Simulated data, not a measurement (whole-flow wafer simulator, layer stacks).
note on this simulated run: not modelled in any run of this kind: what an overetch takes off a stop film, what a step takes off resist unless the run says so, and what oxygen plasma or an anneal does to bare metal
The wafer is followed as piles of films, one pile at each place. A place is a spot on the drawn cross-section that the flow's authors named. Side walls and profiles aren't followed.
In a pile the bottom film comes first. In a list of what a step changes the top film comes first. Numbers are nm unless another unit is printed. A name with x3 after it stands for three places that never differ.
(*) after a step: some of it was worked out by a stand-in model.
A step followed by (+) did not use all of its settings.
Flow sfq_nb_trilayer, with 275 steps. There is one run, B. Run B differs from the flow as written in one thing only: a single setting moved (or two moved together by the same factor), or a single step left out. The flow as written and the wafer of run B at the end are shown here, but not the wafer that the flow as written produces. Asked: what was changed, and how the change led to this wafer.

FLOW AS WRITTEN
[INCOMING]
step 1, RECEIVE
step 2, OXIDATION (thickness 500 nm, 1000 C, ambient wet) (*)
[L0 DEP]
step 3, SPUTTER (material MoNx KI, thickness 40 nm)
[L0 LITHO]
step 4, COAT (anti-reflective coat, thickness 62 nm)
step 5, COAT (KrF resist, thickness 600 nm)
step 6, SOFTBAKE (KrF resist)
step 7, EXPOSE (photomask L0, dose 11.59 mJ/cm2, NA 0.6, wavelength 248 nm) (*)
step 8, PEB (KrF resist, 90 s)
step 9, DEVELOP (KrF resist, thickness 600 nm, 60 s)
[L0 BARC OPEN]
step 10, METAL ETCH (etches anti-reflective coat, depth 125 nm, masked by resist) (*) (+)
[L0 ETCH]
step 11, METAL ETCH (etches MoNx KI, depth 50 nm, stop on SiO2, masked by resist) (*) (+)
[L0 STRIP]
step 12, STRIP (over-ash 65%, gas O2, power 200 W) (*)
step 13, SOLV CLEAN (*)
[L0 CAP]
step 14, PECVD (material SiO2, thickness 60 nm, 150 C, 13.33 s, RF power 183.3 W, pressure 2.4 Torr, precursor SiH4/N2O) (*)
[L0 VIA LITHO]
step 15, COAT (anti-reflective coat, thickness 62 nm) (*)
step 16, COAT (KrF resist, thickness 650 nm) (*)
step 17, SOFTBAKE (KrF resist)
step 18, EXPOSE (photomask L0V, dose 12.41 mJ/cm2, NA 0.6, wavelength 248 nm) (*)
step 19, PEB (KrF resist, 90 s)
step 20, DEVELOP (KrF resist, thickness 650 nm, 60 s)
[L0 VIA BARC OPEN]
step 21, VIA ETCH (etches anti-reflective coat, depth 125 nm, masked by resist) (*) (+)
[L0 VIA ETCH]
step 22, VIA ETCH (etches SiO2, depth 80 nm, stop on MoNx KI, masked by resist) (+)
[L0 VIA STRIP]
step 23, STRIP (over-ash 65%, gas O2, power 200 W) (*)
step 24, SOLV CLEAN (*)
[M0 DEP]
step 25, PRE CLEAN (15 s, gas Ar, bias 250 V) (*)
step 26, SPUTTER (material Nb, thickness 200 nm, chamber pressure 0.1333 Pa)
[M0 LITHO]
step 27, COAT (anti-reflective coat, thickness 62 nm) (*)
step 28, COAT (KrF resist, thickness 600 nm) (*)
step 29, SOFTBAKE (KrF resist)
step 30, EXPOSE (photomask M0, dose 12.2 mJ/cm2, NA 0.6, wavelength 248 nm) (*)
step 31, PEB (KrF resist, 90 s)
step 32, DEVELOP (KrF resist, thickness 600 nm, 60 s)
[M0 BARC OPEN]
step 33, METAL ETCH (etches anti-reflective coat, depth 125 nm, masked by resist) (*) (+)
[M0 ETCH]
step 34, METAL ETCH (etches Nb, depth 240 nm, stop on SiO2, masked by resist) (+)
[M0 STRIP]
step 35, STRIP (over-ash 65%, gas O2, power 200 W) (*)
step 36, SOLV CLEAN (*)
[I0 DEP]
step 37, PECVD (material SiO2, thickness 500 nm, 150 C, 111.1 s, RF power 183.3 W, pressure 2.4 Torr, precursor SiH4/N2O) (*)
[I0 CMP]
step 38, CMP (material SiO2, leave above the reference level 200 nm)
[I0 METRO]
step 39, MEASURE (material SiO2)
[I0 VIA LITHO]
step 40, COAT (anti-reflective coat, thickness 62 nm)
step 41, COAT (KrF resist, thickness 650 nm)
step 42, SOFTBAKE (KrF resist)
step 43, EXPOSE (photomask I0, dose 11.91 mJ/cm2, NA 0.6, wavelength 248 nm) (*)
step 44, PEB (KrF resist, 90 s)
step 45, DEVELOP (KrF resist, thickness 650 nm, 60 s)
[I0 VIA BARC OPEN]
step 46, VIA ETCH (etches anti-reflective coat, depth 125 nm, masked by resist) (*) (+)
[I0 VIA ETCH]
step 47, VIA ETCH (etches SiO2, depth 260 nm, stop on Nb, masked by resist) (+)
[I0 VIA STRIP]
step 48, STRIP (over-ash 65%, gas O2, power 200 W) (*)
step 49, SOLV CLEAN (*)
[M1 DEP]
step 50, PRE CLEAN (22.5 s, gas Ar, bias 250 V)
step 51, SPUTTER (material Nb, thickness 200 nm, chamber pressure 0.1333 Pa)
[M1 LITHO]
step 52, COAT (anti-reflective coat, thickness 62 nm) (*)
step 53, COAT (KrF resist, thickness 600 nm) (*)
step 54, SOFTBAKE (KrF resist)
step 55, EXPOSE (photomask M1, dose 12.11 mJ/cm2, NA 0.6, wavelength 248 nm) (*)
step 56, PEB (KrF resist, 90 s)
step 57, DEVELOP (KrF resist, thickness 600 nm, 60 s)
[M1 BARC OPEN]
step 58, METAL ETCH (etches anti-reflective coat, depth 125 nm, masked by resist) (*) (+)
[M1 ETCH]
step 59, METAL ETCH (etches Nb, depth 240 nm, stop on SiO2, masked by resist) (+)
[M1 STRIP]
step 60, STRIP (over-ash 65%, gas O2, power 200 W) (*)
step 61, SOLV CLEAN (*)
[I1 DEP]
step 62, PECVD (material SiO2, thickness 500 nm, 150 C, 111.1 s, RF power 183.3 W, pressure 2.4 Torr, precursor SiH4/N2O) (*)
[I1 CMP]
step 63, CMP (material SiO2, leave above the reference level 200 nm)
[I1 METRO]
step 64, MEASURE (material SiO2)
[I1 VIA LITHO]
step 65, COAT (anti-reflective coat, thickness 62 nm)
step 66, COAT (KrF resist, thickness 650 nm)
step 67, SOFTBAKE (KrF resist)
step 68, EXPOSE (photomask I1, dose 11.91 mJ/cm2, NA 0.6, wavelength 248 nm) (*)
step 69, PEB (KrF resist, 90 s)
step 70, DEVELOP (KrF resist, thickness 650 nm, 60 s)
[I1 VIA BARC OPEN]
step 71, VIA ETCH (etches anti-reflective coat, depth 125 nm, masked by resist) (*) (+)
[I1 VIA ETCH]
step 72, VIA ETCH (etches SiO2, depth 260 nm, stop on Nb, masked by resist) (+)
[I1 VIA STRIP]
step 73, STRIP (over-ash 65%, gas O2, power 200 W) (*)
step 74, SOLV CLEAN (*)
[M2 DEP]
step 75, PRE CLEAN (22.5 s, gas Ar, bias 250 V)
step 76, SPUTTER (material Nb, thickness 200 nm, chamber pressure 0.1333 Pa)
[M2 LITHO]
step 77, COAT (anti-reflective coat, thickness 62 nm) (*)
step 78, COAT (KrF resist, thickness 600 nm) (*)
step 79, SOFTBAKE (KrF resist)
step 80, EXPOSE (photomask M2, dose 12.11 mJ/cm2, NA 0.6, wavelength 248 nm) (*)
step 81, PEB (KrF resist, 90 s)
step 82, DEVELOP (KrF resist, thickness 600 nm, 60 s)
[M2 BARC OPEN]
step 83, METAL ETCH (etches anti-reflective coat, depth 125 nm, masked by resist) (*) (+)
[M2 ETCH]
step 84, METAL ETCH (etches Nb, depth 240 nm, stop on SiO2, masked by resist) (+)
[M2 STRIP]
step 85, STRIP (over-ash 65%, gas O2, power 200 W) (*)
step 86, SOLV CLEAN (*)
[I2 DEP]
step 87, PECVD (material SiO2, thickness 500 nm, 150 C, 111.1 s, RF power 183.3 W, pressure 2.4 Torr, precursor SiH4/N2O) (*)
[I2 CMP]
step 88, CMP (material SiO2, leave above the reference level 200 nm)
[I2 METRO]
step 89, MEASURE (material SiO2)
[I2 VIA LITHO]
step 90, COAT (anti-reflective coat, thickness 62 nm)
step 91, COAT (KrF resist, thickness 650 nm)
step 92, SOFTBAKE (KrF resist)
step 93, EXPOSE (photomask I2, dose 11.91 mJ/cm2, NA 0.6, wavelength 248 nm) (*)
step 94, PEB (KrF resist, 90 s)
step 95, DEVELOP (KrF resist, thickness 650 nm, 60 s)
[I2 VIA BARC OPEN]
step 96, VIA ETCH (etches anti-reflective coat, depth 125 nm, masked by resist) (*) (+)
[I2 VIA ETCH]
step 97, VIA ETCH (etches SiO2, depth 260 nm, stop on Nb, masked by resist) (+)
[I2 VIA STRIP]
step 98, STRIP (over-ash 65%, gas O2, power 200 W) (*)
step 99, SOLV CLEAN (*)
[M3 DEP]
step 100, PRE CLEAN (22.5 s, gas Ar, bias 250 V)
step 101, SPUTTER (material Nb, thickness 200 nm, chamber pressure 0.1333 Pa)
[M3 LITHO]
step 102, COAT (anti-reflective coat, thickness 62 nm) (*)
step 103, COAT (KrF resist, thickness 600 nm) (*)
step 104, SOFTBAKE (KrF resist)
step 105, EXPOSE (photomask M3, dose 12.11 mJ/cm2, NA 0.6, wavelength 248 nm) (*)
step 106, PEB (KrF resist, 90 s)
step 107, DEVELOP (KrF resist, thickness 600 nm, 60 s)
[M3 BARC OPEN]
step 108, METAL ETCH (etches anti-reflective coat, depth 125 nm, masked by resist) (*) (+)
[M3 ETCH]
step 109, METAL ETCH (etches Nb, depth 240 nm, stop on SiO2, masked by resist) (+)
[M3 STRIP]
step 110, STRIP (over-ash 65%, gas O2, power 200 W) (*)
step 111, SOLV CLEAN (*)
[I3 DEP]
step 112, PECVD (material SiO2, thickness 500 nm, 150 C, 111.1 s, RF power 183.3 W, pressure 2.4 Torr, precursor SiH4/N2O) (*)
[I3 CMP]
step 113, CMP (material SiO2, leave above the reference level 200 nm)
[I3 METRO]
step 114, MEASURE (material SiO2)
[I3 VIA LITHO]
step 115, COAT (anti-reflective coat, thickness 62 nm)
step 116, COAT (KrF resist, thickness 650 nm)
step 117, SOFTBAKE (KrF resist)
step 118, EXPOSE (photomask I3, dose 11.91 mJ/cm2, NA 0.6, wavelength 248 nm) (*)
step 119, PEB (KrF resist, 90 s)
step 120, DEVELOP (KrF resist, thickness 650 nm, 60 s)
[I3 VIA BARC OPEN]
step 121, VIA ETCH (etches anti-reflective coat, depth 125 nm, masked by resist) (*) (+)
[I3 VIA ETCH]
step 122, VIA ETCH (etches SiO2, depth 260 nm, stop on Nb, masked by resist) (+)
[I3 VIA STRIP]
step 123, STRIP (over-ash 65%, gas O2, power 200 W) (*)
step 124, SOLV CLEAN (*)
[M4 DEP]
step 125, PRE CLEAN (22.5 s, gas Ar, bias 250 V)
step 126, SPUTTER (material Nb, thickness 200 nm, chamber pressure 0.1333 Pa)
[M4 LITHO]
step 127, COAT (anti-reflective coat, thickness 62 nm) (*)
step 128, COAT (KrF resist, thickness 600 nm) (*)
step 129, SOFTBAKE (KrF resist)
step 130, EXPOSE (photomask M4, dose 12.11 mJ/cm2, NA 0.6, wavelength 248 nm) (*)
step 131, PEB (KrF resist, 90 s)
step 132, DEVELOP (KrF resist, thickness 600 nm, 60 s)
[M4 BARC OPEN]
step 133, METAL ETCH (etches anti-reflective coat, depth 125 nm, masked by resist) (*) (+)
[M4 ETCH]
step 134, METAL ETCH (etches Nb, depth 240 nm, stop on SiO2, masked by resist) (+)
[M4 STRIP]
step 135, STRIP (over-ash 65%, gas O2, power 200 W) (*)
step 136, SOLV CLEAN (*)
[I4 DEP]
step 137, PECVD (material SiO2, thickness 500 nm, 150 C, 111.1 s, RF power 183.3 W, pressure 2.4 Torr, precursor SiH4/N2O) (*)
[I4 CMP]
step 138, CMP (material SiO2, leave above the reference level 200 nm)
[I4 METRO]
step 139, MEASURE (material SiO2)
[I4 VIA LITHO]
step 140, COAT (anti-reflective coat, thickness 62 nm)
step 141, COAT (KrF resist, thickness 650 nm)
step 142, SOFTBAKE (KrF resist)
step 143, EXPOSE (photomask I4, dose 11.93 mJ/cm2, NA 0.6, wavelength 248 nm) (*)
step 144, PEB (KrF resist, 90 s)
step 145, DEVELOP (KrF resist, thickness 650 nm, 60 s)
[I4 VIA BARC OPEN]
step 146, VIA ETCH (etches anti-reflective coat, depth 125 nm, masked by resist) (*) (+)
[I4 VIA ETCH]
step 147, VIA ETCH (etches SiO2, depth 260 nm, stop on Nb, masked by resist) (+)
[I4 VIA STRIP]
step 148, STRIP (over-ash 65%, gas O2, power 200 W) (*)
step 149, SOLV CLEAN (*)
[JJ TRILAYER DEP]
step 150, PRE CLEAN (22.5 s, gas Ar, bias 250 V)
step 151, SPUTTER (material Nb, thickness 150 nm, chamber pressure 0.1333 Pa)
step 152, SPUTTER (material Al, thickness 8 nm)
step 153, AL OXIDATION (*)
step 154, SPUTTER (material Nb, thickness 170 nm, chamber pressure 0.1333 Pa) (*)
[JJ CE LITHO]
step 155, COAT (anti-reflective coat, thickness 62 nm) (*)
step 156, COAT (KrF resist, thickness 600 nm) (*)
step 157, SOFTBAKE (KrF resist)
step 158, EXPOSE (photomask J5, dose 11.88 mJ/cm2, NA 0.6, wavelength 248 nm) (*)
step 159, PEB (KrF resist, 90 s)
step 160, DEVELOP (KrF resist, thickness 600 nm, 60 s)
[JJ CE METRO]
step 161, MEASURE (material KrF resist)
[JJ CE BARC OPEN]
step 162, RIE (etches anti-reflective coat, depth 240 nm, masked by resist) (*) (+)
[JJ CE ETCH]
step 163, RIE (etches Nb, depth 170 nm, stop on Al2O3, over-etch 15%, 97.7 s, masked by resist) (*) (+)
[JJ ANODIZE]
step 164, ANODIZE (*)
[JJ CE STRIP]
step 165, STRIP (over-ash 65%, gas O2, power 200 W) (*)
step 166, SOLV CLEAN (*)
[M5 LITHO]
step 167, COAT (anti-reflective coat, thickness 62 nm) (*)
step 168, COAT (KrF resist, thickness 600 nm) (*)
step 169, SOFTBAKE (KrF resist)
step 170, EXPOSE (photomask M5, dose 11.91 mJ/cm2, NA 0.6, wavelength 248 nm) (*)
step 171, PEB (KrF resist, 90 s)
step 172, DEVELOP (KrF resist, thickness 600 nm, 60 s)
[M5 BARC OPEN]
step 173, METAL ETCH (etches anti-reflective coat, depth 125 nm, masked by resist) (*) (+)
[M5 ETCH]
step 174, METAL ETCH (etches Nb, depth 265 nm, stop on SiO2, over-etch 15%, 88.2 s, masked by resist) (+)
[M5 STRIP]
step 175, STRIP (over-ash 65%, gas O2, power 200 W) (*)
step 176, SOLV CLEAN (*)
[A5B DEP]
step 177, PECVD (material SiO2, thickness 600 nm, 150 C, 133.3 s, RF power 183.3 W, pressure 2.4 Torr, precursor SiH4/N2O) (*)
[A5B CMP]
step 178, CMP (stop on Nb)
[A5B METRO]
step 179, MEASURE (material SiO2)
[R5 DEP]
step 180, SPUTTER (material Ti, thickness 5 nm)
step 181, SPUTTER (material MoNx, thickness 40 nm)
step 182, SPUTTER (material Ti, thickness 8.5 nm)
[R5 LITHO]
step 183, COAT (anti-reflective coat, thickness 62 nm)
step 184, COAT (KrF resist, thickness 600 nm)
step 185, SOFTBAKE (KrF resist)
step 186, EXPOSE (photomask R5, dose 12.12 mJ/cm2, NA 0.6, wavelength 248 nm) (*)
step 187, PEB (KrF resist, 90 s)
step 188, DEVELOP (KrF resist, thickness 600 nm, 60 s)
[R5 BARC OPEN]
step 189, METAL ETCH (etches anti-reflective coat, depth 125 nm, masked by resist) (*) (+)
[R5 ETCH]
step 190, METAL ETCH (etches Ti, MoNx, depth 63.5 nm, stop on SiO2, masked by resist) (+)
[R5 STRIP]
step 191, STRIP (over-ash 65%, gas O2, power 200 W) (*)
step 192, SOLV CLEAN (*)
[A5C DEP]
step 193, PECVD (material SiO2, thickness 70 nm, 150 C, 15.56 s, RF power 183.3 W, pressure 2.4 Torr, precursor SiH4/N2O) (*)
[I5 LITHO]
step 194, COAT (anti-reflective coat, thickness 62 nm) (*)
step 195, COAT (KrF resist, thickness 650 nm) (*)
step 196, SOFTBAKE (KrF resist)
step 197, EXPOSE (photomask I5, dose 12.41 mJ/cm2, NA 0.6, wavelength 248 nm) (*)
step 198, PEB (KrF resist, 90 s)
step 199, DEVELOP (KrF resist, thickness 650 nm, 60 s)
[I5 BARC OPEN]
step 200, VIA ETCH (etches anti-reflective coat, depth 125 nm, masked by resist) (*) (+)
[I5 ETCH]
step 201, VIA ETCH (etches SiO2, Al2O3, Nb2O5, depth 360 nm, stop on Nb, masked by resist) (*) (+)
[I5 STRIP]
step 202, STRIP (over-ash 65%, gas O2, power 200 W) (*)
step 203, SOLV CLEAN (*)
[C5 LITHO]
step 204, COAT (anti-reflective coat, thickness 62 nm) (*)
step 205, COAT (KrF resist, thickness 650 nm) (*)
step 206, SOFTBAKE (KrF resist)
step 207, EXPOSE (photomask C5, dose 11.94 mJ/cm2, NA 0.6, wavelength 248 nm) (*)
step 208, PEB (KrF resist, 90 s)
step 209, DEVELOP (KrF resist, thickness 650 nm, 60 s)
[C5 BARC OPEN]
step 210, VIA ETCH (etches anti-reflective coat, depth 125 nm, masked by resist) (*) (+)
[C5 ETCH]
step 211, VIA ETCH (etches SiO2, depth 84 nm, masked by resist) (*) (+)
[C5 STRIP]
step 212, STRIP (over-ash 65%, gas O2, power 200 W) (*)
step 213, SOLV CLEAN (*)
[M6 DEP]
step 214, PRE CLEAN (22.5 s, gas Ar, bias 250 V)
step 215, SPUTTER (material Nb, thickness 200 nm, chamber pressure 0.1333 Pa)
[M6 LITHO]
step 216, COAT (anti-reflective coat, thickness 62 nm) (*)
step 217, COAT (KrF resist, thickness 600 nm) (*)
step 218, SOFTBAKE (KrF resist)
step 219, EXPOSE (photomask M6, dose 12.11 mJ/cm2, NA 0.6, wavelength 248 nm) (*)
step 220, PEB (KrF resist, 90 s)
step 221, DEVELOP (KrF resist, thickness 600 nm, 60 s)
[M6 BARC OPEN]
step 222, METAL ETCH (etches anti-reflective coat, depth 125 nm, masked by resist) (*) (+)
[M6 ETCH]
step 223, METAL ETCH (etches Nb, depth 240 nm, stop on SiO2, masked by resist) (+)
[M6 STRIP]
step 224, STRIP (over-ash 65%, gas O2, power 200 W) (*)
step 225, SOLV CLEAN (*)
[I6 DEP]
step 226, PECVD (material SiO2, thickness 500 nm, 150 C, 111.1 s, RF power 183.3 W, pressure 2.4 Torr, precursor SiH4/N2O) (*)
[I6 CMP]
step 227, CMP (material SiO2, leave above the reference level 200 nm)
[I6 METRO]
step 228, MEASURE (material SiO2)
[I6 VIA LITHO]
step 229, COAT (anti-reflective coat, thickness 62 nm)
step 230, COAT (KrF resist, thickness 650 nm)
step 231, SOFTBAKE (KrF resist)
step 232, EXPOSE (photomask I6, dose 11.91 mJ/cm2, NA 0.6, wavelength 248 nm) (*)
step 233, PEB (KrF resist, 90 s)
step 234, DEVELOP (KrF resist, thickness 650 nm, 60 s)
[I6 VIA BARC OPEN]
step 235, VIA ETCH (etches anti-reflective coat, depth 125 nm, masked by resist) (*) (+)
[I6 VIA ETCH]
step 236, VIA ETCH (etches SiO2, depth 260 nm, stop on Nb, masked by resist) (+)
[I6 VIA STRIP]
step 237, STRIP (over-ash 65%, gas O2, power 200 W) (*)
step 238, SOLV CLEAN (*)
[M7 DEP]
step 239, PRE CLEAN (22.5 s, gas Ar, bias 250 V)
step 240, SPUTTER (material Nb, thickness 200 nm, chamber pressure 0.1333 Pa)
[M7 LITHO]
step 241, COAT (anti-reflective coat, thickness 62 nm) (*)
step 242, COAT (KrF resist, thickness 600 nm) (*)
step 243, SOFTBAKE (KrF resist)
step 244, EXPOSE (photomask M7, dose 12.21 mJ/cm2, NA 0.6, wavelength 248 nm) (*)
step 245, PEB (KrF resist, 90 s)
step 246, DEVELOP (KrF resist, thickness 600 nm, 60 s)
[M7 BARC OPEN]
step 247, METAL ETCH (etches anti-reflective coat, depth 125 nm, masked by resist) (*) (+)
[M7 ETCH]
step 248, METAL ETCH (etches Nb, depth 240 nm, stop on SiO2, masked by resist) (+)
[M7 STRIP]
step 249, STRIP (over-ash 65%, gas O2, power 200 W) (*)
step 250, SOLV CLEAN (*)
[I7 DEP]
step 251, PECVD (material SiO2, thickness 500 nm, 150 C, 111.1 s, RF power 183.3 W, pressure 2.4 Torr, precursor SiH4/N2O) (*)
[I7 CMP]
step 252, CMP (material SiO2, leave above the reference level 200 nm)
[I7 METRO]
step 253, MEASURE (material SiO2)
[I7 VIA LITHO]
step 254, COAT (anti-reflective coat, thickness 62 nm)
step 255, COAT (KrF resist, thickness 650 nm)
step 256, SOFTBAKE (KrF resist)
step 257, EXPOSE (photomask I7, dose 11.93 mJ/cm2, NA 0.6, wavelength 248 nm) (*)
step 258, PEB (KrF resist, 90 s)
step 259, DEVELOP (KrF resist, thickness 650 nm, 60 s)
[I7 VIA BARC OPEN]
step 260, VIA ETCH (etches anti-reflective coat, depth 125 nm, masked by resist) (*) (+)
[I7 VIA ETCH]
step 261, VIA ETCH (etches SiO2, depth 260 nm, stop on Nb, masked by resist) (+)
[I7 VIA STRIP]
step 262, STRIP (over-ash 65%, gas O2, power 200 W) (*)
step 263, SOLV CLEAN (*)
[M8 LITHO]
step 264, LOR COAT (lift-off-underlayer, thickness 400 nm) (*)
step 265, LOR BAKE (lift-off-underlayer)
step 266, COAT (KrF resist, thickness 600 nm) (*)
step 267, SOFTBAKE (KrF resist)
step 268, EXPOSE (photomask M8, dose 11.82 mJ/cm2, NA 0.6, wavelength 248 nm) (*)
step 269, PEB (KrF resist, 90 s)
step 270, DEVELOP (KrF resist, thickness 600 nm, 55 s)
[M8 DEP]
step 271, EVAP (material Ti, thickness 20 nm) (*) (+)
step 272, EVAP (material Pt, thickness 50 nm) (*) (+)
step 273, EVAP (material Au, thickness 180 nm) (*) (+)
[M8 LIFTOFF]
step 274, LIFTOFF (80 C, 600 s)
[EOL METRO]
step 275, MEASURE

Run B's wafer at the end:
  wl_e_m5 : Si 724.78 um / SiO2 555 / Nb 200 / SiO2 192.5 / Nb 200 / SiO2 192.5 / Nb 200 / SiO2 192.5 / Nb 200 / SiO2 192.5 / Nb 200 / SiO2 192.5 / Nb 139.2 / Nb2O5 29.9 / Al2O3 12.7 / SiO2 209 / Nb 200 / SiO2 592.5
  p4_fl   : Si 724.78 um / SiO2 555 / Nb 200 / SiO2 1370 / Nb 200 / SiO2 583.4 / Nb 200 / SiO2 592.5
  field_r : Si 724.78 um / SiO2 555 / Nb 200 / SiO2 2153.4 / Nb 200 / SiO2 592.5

Cause: step 223, METAL ETCH: etches Nb, depth 240 nm, stop on SiO2, masked by resist (+), was skipped.

How this came from the change, step by step:
  step 224, STRIP (over-ash 65%, gas O2, power 200 W) (*)
      wl_j_sl, wl_j_sr: KrF resist loses 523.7 (all of it), anti-reflective coat loses 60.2 (all of it) (in the flow as written it would be: KrF resist loses 382.5 (all of it), anti-reflective coat loses 60.2 (all of it))
      m6r_line_l, m6r_line_r: KrF resist loses 523.6 (all of it), anti-reflective coat loses 62 (all of it) (in the flow as written it would be: KrF resist loses 382.4 (all of it), anti-reflective coat loses 62 (all of it))
      (also at 23 further places)
  step 226, PECVD (material SiO2, thickness 500 nm, 150 C, 111.1 s, RF power 183.3 W, pressure 2.4 Torr, precursor SiH4/N2O) (*)
      field_l, p4_fl, p4_fm and 62 more: SiO2 gains 500 (new film) (in the flow as written it would be: SiO2 gains 500)
      moat, field_r, lsp_l, ln_m5, lsp_m: SiO2 gains 500 (new film) (in the flow as written it would be: SiO2 gains 493.6)
      (also at 9 further places)
  step 227, CMP (material SiO2, leave above the reference level 200 nm)
      field_l, p4_fl, p4_fm and 59 more: SiO2 loses 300 (in the flow as written it would be: SiO2 loses 100)
      moat, field_r, lsp_l, ln_m5, lsp_m: SiO2 loses 300 (in the flow as written it would be: SiO2 loses 93.6)
      (also at 12 further places)
If metal films that touch count as one body, wl_e_m5 has 7 bodies (between them, from the top down: SiO2 209 / Al2O3 12.7 / Nb2O5 29.9; SiO2 192.5; SiO2 192.5; SiO2 192.5; SiO2 192.5; SiO2 192.5); the flow as written gives 6 bodies (between them, from the top down: SiO2 192.5; SiO2 192.5; SiO2 192.5; SiO2 192.5; SiO2 192.5).
If metal films that touch count as one body, p4_fl has 3 bodies (between them, from the top down: SiO2 583.4; SiO2 1370); the flow as written gives 2 bodies (between them, from the top down: SiO2 1370).
If metal films that touch count as one body, field_r has 2 bodies (between them, from the top down: SiO2 2153.4); the flow as written gives 1 body.
